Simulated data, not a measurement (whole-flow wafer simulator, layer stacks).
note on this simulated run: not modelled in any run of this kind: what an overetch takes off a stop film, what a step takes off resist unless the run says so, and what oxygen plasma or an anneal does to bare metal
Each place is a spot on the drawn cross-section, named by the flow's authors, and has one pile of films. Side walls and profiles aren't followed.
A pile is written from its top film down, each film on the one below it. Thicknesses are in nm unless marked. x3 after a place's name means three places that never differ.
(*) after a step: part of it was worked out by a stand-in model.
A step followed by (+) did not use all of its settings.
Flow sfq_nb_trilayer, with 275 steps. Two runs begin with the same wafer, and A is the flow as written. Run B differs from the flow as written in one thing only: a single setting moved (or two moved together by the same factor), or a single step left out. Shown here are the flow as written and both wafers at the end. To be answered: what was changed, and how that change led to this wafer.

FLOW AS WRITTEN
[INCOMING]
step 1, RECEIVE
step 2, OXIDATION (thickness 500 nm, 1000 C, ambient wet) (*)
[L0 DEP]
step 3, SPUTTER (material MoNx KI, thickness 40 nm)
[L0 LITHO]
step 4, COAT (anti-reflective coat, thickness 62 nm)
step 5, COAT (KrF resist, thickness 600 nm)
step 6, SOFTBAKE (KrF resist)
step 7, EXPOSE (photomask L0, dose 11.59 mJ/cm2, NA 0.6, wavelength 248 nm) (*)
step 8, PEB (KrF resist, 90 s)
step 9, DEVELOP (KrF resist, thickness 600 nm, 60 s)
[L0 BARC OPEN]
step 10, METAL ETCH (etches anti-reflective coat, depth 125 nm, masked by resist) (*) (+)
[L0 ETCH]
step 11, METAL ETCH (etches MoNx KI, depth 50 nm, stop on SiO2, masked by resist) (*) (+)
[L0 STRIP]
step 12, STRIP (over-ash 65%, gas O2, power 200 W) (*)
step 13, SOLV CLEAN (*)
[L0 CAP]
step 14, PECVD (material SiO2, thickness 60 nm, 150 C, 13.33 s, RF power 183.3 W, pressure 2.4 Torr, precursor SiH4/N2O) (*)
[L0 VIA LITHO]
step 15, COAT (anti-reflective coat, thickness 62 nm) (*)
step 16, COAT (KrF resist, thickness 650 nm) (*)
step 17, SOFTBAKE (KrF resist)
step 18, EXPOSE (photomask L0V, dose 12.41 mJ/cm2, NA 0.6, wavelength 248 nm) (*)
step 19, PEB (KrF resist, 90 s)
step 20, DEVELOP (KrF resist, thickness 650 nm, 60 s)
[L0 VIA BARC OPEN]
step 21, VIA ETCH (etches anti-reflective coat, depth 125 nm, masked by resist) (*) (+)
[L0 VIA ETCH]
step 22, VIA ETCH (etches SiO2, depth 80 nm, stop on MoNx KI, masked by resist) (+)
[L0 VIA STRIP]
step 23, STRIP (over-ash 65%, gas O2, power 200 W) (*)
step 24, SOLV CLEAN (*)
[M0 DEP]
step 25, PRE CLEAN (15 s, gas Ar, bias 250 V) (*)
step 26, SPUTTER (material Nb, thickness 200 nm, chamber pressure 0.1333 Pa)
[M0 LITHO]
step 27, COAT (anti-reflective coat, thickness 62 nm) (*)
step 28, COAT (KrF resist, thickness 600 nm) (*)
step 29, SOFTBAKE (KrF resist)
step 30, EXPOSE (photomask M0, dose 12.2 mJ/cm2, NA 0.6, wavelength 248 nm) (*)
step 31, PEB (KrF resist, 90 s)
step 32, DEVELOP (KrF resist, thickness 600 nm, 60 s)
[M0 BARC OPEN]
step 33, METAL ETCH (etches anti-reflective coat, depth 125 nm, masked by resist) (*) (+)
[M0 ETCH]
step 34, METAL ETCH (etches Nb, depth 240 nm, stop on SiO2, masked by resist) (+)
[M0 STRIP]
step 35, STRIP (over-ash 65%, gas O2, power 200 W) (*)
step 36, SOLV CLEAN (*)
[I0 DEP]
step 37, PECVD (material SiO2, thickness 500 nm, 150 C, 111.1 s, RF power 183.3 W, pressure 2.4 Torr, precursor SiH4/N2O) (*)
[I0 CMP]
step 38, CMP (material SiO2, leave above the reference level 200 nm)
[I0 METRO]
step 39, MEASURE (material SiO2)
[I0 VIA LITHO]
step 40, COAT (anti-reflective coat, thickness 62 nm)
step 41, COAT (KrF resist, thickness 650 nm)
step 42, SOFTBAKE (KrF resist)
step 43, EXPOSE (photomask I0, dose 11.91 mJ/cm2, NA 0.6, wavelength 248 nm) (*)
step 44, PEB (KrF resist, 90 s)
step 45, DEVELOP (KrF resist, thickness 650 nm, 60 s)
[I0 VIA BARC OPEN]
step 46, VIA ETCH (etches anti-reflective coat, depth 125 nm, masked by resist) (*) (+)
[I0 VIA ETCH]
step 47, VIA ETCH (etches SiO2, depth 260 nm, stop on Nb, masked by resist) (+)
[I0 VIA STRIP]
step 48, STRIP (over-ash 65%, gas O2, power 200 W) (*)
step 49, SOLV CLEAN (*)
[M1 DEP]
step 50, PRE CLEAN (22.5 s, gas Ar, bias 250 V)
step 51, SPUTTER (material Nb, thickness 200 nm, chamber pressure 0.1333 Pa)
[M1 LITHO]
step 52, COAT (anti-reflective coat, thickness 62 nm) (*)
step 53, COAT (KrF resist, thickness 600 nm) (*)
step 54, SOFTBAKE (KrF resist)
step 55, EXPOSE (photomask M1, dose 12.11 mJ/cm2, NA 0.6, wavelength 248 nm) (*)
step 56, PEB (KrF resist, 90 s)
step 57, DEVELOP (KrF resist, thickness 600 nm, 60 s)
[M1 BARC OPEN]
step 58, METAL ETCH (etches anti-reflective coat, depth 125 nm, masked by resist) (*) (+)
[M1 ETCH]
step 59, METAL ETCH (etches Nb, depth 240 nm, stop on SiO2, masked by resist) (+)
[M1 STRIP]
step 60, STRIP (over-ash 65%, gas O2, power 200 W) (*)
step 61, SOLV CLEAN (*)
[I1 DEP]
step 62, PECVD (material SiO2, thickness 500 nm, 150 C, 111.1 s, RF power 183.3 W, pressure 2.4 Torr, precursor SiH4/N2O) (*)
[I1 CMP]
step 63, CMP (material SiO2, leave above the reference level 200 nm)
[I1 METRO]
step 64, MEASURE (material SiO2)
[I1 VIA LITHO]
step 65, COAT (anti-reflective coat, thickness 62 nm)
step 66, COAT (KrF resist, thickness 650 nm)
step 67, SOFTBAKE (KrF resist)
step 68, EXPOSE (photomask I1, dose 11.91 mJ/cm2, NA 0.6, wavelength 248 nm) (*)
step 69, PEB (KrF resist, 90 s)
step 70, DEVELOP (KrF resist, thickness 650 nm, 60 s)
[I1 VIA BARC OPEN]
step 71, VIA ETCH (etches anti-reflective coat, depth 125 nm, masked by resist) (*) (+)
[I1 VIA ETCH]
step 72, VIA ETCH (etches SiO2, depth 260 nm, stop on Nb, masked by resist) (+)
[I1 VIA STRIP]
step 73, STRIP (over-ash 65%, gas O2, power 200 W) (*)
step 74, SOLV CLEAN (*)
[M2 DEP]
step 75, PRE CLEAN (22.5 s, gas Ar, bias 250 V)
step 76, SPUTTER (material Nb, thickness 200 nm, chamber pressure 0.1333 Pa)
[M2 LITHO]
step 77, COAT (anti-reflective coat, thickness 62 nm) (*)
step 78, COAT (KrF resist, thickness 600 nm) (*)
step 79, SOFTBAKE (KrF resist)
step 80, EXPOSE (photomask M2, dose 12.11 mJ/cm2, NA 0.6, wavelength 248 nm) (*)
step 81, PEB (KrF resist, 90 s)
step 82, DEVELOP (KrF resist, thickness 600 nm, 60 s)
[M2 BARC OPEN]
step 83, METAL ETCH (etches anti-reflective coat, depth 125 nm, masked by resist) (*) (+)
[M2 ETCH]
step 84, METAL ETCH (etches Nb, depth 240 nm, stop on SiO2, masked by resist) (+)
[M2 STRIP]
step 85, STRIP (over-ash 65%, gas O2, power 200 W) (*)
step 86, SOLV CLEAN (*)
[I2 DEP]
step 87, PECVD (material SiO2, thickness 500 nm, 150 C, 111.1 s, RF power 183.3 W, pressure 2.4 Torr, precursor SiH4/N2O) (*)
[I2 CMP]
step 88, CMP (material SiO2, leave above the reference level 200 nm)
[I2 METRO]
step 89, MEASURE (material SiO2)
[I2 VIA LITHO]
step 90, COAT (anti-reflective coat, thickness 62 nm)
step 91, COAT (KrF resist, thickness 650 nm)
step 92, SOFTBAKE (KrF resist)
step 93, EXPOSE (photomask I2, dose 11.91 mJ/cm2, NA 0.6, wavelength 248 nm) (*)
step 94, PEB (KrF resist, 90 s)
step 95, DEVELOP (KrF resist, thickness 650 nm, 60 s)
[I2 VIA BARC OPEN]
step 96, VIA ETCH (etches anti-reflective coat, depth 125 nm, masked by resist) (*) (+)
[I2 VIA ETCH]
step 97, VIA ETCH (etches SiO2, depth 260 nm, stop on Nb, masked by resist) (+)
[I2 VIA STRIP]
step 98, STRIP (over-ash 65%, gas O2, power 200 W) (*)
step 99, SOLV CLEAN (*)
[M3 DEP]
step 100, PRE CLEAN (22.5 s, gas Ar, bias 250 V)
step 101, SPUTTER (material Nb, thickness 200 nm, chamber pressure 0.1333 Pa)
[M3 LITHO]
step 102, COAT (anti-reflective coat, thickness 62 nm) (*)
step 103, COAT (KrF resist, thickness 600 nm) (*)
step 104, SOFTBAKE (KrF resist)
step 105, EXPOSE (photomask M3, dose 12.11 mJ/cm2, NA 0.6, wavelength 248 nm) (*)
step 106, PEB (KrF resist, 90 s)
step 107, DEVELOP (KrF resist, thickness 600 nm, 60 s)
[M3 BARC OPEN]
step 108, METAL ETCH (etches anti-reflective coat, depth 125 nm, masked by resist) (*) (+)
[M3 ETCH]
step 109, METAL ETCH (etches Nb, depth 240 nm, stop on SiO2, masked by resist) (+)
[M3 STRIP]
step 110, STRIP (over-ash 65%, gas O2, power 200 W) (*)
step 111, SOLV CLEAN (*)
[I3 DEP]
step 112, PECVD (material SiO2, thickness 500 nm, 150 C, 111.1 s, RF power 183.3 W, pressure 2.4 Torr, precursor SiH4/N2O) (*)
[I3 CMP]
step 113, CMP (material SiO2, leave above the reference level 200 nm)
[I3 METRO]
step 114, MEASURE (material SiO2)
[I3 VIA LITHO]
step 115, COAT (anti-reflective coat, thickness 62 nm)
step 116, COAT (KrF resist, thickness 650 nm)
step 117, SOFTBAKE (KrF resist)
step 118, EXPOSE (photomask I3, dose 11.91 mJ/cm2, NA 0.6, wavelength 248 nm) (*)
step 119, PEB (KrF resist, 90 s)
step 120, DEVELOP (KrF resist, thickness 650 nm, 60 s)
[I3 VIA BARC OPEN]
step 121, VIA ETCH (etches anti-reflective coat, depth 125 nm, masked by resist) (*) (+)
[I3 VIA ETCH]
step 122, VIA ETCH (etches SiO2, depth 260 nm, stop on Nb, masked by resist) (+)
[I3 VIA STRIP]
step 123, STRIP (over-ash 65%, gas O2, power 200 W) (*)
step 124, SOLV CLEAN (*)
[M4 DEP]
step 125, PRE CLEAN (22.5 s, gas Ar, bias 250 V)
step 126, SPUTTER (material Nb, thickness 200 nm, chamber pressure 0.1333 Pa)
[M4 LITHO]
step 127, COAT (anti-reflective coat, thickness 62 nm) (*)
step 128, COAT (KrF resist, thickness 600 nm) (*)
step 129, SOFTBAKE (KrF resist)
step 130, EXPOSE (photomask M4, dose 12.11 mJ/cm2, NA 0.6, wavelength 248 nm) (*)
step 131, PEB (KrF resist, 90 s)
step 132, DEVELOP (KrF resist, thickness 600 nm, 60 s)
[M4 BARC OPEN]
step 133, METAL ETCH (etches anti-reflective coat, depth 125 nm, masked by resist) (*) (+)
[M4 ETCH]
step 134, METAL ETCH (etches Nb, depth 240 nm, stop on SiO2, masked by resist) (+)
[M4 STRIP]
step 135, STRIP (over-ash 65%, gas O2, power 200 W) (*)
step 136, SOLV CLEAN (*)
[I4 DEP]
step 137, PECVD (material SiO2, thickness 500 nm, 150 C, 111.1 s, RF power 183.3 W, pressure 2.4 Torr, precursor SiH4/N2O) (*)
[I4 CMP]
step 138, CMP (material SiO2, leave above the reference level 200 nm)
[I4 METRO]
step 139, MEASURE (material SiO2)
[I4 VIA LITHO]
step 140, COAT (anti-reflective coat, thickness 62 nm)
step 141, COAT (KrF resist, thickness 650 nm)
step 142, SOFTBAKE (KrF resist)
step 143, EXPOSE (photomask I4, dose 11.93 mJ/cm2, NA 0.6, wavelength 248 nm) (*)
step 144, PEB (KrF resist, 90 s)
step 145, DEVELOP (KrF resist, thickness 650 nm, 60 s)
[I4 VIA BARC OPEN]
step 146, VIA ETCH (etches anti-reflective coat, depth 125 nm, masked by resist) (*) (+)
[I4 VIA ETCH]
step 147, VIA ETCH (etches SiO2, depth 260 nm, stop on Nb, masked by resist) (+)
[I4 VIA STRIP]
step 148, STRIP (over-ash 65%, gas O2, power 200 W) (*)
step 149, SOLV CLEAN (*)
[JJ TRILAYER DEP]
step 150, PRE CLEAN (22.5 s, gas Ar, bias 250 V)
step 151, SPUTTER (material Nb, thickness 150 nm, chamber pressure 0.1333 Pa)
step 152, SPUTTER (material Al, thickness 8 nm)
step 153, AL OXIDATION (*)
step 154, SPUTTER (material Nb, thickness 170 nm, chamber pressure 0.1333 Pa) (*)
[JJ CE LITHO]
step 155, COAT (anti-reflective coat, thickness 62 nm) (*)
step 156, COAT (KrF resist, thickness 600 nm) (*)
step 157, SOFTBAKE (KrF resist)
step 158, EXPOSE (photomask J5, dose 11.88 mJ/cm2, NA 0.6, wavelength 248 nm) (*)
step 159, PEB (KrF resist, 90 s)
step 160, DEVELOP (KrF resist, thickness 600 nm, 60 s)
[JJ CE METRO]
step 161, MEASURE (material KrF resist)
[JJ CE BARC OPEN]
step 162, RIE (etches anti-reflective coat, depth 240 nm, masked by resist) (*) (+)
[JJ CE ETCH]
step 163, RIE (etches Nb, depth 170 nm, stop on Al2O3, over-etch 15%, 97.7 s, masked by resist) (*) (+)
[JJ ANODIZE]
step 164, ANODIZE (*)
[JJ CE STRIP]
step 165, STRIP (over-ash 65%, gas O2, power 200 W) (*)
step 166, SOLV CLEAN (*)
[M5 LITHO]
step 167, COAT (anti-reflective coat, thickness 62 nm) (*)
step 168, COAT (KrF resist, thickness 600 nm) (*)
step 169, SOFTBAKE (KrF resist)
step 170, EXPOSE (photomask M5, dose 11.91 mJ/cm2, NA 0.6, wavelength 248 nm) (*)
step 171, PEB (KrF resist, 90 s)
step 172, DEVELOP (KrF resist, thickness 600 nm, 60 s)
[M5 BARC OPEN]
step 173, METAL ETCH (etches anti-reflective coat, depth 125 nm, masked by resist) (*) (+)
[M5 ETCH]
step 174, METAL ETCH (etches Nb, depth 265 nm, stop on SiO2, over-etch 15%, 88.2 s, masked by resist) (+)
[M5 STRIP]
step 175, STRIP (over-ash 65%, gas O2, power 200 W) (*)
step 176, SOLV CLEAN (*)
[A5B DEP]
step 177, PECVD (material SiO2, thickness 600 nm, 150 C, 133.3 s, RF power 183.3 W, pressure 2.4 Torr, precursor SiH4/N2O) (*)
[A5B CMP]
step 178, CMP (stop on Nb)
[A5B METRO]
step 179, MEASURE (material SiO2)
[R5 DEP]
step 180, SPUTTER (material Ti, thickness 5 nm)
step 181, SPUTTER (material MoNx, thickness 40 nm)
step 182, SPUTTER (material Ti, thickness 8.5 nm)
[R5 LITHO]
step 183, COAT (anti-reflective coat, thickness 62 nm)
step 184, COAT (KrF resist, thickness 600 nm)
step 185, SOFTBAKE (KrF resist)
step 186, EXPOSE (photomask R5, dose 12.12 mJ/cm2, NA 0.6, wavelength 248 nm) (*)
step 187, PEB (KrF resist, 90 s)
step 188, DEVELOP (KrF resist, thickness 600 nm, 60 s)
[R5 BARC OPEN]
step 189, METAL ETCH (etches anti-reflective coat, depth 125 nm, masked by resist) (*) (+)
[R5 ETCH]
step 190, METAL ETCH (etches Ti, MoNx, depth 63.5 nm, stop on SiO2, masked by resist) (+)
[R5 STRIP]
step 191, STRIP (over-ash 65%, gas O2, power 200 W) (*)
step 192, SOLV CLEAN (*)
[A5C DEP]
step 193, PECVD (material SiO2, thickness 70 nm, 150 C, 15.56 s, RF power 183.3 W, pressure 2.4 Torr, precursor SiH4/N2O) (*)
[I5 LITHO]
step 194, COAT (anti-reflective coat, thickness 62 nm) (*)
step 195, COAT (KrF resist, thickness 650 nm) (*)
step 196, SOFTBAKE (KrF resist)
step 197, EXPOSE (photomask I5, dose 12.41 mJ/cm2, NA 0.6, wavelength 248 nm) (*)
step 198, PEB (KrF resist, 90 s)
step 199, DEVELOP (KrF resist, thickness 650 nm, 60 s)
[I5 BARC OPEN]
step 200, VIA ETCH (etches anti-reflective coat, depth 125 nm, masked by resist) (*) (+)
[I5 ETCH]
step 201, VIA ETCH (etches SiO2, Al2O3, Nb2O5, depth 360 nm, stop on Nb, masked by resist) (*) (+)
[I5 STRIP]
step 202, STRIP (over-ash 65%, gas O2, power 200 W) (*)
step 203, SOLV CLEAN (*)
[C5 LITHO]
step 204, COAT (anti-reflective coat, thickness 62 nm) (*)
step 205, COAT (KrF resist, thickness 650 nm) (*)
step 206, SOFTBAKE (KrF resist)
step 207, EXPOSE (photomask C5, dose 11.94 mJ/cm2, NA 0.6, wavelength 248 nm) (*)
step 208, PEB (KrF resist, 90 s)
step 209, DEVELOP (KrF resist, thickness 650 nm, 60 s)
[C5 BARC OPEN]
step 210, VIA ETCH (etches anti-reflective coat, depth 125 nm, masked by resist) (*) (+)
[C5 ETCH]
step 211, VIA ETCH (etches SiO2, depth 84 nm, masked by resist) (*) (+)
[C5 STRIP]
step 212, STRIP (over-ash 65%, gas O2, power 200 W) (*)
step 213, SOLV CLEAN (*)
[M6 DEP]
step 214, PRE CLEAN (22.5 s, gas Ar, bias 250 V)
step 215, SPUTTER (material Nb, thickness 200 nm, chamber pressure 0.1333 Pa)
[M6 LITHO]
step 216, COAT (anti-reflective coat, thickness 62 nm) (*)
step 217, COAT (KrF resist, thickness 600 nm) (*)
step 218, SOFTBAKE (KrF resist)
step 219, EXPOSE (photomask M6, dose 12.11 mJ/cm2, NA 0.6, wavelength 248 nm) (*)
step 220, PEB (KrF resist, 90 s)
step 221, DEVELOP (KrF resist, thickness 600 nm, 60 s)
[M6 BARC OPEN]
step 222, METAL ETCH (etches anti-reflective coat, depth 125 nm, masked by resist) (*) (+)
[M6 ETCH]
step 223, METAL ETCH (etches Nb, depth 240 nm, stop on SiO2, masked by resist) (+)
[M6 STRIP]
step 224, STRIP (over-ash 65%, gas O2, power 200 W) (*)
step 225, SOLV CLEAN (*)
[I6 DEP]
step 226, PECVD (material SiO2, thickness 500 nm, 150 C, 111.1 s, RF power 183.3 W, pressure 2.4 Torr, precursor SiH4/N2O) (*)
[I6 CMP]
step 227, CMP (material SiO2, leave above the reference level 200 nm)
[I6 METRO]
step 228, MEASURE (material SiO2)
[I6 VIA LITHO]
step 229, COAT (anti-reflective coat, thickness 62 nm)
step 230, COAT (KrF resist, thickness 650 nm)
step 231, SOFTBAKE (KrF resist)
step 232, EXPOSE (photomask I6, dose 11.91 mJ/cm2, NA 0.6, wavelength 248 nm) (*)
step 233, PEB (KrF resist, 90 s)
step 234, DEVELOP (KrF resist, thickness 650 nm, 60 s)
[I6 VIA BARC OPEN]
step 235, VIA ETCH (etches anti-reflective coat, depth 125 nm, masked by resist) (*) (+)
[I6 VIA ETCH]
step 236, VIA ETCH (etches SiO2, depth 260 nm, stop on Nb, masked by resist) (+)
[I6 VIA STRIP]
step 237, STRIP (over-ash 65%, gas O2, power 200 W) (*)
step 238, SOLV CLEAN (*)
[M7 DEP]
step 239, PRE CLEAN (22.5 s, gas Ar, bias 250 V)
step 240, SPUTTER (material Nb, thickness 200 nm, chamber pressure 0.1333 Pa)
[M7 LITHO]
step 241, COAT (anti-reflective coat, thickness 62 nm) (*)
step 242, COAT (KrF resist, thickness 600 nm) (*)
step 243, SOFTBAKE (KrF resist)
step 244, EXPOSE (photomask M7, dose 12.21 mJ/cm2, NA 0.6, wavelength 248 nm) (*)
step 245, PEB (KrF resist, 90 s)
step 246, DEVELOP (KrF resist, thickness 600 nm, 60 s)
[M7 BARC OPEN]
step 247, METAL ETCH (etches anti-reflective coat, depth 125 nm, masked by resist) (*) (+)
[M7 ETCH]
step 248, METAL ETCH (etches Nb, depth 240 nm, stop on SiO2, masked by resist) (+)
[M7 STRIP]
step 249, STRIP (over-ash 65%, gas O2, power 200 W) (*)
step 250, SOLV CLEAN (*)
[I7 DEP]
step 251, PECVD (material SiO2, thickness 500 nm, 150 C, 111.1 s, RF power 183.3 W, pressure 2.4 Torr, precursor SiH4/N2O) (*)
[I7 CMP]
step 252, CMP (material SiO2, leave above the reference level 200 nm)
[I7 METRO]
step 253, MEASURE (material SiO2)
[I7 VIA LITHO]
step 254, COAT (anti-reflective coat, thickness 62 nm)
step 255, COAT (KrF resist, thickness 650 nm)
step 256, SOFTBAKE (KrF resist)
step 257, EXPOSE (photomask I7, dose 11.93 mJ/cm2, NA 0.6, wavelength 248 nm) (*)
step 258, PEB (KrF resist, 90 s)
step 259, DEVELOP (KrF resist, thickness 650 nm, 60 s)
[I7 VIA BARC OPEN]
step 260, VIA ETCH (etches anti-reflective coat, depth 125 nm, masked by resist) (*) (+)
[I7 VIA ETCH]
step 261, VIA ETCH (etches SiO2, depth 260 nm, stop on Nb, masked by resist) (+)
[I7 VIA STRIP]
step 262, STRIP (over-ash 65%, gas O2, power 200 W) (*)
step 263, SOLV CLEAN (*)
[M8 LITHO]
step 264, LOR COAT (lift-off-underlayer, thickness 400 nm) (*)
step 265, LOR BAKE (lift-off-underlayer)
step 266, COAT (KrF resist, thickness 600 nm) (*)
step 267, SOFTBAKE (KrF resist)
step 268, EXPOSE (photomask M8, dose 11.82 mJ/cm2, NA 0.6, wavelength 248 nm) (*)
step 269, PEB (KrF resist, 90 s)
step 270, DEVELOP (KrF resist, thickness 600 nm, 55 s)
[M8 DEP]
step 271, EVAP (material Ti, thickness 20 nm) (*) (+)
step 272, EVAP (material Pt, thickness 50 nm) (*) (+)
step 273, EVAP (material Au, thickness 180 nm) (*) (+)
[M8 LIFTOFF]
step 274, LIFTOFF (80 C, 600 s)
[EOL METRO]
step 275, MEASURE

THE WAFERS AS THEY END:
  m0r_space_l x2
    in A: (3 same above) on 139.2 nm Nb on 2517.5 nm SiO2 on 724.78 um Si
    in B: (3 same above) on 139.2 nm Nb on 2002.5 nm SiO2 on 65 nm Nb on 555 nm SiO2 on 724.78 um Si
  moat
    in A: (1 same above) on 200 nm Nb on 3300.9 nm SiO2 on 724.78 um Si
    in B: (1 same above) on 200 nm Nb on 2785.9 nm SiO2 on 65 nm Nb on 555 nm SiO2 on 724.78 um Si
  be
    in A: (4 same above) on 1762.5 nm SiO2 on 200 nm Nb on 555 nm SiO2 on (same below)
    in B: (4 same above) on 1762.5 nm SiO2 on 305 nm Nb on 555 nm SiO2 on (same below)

Cause: step 26, SPUTTER: thickness 305 nm was run, while the flow as written has thickness 200 nm.
The wafer itself shows it: be has Nb 305, and step 26 as written asks for 200 nm.

The path from the change to this, step by step:
  step 26, SPUTTER (material Nb, thickness 200 nm, chamber pressure 0.1333 Pa)
      field_l, v_sur, via_wl and 102 more: A Nb gains 200 (new film) | B Nb gains 305 (new film)
      l0v: A Nb gains 195.7 (new film) | B Nb gains 301 (new film)
  step 34, METAL ETCH (etches Nb, depth 240 nm, stop on SiO2, masked by resist) (+)
      moat, m0r_space_l x2: A Nb loses 200 (all of it) | B Nb loses 240
  step 37, PECVD (material SiO2, thickness 500 nm, 150 C, 111.1 s, RF power 183.3 W, pressure 2.4 Torr, precursor SiH4/N2O) (*)
      moat, m0r_space_l x2: A SiO2 gains 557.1 | B SiO2 gains 597.1 (new film)
With metal films that touch counted as one body, m0r_space_l x2 has 2 bodies (between them, from the top down: SiO2 2002.5); the flow as written gives 1 body.
With metal films that touch counted as one body, moat has 2 bodies (between them, from the top down: SiO2 2785.9); the flow as written gives 1 body.
